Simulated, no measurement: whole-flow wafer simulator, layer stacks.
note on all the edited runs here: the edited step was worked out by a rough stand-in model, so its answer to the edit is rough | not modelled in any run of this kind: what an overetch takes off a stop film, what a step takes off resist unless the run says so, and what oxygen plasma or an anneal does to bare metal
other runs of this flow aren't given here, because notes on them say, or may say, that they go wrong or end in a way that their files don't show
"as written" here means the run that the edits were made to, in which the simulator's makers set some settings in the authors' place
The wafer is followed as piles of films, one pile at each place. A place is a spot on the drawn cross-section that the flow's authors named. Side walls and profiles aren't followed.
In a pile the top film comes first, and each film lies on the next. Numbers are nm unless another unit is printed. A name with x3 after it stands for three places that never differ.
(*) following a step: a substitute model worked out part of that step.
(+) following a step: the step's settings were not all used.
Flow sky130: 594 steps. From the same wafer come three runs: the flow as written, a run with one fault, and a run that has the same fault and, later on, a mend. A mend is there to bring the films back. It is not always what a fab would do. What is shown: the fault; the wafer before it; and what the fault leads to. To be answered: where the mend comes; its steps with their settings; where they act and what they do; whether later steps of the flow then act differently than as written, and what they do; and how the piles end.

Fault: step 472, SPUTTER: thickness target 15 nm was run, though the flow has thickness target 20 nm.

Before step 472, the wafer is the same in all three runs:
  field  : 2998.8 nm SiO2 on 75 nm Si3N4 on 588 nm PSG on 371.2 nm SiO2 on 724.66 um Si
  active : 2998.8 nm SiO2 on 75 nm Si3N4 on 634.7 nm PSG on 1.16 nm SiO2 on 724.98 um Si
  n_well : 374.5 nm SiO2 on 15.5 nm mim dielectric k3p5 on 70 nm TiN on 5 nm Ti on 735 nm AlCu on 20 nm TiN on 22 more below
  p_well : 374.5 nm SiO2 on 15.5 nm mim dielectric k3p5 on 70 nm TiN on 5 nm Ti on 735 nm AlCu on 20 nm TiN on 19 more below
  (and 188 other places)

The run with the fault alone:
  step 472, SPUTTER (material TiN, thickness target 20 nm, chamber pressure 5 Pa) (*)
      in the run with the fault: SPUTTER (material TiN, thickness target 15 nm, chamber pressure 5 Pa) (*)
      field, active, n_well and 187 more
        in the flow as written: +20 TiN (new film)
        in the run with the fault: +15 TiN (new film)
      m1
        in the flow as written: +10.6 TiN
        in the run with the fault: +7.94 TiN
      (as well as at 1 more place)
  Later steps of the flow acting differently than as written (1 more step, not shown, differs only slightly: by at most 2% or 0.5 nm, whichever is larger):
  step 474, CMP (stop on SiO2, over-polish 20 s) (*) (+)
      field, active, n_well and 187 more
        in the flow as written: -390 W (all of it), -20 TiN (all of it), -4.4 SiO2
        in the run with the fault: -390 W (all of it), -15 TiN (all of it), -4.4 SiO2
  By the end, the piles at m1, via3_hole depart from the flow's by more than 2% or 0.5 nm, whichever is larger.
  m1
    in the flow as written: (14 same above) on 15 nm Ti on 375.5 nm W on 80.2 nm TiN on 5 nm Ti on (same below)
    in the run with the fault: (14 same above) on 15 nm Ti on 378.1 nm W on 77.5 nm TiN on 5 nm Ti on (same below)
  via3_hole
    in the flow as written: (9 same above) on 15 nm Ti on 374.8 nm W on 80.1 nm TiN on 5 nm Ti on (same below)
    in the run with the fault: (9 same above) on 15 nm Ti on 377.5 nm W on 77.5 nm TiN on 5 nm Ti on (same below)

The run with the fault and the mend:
  The mend stands after step 472.
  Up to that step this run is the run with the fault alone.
  step 472a, SPUTTER (material TiN, thickness target 5 nm, chamber pressure 5 Pa) (*) (the flow's step 472 again, with other settings)
      field, active, n_well and 187 more
        +5 TiN
      m1
        +2.63 TiN
      via3_hole
        +2.6 TiN
  None of the later steps of the flow acts differently than as written at any place that is followed.
  At the end the piles are close to the flow's at the places that both follow, differing by at most 2% or 0.5 nm, whichever is larger.
